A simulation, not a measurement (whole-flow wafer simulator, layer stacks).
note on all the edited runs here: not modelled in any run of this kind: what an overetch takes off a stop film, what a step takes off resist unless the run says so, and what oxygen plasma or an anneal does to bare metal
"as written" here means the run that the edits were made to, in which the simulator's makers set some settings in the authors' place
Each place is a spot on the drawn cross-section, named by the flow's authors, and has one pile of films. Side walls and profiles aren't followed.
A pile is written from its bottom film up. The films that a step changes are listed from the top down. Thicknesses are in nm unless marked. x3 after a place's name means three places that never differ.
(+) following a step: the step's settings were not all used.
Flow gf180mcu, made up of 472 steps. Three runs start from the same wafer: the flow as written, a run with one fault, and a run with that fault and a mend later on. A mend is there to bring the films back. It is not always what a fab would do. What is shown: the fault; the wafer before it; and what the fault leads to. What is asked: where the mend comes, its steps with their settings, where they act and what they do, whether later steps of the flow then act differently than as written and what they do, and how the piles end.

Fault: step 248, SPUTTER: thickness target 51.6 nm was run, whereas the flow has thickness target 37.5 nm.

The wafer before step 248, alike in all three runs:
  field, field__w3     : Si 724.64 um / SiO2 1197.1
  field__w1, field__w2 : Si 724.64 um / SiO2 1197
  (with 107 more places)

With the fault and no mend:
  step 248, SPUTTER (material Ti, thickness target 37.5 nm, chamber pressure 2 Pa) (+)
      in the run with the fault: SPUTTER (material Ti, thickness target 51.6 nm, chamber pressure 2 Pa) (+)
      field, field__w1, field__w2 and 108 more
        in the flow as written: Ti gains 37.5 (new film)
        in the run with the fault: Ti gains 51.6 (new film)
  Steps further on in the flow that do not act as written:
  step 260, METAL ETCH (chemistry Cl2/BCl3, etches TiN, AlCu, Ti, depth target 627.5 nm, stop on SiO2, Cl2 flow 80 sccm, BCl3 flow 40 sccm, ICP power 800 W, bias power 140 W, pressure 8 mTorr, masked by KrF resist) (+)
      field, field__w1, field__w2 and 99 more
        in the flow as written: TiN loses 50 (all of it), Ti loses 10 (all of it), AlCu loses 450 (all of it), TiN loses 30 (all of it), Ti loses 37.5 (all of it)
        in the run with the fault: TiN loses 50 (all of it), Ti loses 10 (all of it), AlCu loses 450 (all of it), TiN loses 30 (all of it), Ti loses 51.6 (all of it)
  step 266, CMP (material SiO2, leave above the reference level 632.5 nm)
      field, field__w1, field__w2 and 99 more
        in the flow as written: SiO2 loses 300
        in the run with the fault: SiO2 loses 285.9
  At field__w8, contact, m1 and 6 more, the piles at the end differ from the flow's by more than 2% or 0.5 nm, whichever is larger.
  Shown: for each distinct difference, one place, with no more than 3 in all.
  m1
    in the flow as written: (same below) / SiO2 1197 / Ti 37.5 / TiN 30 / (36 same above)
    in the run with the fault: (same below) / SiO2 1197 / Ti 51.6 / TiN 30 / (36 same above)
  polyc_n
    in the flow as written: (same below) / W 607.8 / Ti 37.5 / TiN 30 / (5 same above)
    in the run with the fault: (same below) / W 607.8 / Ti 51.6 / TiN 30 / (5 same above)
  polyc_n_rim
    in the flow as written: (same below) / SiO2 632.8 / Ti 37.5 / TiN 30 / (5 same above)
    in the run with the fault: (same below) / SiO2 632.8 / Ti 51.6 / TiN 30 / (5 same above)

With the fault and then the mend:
  After step 248 comes the mend.
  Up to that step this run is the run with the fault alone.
  step 248a, METAL ETCH (chemistry Cl2/BCl3, etches TiN, AlCu, Ti, depth target 14.1 nm, Cl2 flow 80 sccm, BCl3 flow 40 sccm, ICP power 800 W, bias power 140 W, pressure 8 mTorr)
      field, field__w1, field__w2 and 108 more
        Ti loses 14.1
  Later steps of the flow that are run all act as written at every place that is followed.
  The piles end the same as the flow's at every place that both follow.
